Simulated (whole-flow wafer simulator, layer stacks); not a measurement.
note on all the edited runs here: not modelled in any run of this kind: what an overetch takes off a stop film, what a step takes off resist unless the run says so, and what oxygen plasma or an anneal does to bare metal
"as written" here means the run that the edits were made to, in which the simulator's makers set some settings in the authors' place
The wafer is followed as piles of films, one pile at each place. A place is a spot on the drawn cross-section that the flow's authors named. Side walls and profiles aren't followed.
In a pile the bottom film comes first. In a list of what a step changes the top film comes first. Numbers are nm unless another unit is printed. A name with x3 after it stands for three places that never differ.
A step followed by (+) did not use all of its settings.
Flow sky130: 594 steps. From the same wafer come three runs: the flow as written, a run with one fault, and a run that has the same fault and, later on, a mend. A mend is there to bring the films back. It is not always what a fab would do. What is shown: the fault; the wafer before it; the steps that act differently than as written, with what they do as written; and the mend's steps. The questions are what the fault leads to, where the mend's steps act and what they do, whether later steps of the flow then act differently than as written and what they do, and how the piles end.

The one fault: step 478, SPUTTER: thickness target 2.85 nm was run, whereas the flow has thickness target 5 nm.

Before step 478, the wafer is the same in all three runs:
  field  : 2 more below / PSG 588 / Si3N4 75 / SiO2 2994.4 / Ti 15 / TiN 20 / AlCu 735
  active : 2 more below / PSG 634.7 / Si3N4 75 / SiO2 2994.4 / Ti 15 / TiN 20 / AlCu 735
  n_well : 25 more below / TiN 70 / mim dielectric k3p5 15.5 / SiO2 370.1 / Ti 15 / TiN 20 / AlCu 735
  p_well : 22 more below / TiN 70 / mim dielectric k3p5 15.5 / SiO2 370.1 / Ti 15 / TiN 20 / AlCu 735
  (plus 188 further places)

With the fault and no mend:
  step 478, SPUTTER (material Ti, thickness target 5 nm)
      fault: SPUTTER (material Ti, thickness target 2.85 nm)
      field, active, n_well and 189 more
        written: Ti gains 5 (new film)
        fault: Ti gains 2.85 (new film)
  Later steps of the flow acting differently than as written (12 other steps are not shown; they differ only slightly, by no more than 2% or 0.5 nm, whichever is larger):
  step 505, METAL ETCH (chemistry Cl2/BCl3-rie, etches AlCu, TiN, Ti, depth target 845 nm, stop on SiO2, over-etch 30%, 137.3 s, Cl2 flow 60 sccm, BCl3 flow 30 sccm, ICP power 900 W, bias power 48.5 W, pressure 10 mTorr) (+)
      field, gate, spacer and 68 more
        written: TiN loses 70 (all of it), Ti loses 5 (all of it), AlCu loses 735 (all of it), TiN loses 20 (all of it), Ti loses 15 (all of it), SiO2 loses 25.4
        fault: TiN loses 70 (all of it), Ti loses 2.85 (all of it), AlCu loses 735 (all of it), TiN loses 20 (all of it), Ti loses 15 (all of it), SiO2 loses 25.6
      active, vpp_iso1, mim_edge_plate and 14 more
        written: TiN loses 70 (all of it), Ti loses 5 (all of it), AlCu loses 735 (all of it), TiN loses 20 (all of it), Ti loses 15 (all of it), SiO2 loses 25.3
        fault: TiN loses 70 (all of it), Ti loses 2.85 (all of it), AlCu loses 735 (all of it), TiN loses 20 (all of it), Ti loses 15 (all of it), SiO2 loses 25.6
  By the end, the piles at n_well, p_well, gate_hv and 102 more depart from the flow's by more than 2% or 0.5 nm, whichever is larger.
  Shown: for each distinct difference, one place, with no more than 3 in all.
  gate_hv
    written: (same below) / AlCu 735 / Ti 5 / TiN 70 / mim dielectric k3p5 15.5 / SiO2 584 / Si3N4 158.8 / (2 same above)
    fault: (same below) / AlCu 735 / Ti 2.85 / TiN 70 / mim dielectric k3p5 15.5 / SiO2 586.1 / Si3N4 158.8 / (2 same above)
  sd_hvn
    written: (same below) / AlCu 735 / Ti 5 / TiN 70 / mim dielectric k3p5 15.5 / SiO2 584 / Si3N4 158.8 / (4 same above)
    fault: (same below) / AlCu 735 / Ti 2.85 / TiN 70 / mim dielectric k3p5 15.5 / SiO2 586.1 / Si3N4 158.8 / (4 same above)
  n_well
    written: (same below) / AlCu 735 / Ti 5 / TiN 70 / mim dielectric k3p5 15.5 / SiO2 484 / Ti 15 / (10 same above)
    fault: (same below) / AlCu 735 / Ti 2.85 / TiN 70 / mim dielectric k3p5 15.5 / SiO2 486.2 / Ti 15 / (10 same above)

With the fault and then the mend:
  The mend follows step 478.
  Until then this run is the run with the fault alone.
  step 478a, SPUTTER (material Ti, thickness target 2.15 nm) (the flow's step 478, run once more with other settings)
      field, active, n_well and 189 more
        Ti gains 2.15
  Every later step of the flow that is run acts as written at every place that is followed.
  By the end, the piles equal the flow's at every place that both follow.
